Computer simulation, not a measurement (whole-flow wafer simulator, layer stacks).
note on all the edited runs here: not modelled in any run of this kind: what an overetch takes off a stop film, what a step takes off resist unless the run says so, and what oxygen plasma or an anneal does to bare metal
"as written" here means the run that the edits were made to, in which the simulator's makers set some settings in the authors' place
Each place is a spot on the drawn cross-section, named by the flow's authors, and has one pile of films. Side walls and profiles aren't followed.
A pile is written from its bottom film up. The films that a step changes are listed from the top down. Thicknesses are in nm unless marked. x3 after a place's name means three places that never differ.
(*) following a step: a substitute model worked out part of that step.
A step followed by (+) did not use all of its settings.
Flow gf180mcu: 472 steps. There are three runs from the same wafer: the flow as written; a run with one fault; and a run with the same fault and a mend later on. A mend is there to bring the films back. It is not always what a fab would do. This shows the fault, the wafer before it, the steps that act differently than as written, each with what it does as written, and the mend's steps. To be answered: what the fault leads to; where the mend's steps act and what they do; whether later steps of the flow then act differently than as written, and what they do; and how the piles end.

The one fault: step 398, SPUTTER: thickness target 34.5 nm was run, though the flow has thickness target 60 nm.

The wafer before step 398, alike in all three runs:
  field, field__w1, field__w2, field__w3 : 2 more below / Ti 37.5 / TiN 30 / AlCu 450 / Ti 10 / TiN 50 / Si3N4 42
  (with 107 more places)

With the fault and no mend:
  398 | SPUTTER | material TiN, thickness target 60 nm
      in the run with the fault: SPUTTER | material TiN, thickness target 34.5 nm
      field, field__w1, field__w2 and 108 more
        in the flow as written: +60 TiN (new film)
        in the run with the fault: +34.5 TiN (new film)
  Steps further on in the flow that do not act as written (not shown: 5 more steps that differ only slightly, by at most 2% or 0.5 nm, whichever is larger):
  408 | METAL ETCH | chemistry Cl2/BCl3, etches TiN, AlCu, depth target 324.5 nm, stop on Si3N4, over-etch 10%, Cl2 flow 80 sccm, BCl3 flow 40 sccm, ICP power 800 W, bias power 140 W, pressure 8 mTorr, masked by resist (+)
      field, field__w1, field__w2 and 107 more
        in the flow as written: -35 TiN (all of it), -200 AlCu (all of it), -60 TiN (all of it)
        in the run with the fault: -35 TiN (all of it), -200 AlCu (all of it), -34.5 TiN (all of it)
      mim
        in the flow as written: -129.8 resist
        in the run with the fault: -118.6 resist
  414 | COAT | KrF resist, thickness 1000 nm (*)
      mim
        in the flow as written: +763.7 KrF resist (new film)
        in the run with the fault: +783.2 KrF resist (new film)
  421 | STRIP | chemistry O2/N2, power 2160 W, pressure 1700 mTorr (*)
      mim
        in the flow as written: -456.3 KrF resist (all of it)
        in the run with the fault: -475.5 KrF resist (all of it)
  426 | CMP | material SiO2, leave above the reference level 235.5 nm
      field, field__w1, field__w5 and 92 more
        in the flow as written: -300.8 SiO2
        in the run with the fault: -326.3 SiO2
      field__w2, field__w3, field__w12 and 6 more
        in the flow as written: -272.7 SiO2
        in the run with the fault: -298.2 SiO2
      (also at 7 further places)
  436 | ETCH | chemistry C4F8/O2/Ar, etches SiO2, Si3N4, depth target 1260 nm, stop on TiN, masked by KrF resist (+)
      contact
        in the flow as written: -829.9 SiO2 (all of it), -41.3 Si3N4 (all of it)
        in the run with the fault: -804.4 SiO2 (all of it), -41.3 Si3N4 (all of it)
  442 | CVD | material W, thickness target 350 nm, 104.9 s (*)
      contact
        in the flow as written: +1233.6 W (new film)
        in the run with the fault: +1207.9 W (new film)
  At field__w8, contact, m1, m1__w1, mim, m1_nw, the piles at the end differ from the flow's by more than 2% or 0.5 nm, whichever is larger.
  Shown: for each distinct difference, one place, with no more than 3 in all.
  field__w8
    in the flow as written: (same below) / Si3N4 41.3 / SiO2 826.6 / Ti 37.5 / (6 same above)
    in the run with the fault: (same below) / Si3N4 41.3 / SiO2 801.1 / Ti 37.5 / (6 same above)
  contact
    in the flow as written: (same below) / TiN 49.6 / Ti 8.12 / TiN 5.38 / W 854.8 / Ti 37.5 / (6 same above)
    in the run with the fault: (same below) / TiN 49.6 / Ti 8.24 / TiN 5.46 / W 829.1 / Ti 37.5 / (6 same above)
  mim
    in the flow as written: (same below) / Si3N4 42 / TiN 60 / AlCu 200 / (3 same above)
    in the run with the fault: (same below) / Si3N4 42 / TiN 34.5 / AlCu 200 / (3 same above)

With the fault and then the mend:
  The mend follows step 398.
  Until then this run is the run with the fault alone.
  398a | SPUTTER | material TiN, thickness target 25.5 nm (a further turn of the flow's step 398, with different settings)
      field, field__w1, field__w2 and 108 more
        +25.5 TiN
  Every later step of the flow that is run acts as written at every place that is followed.
  The piles end the same as the flow's at every place that both follow.
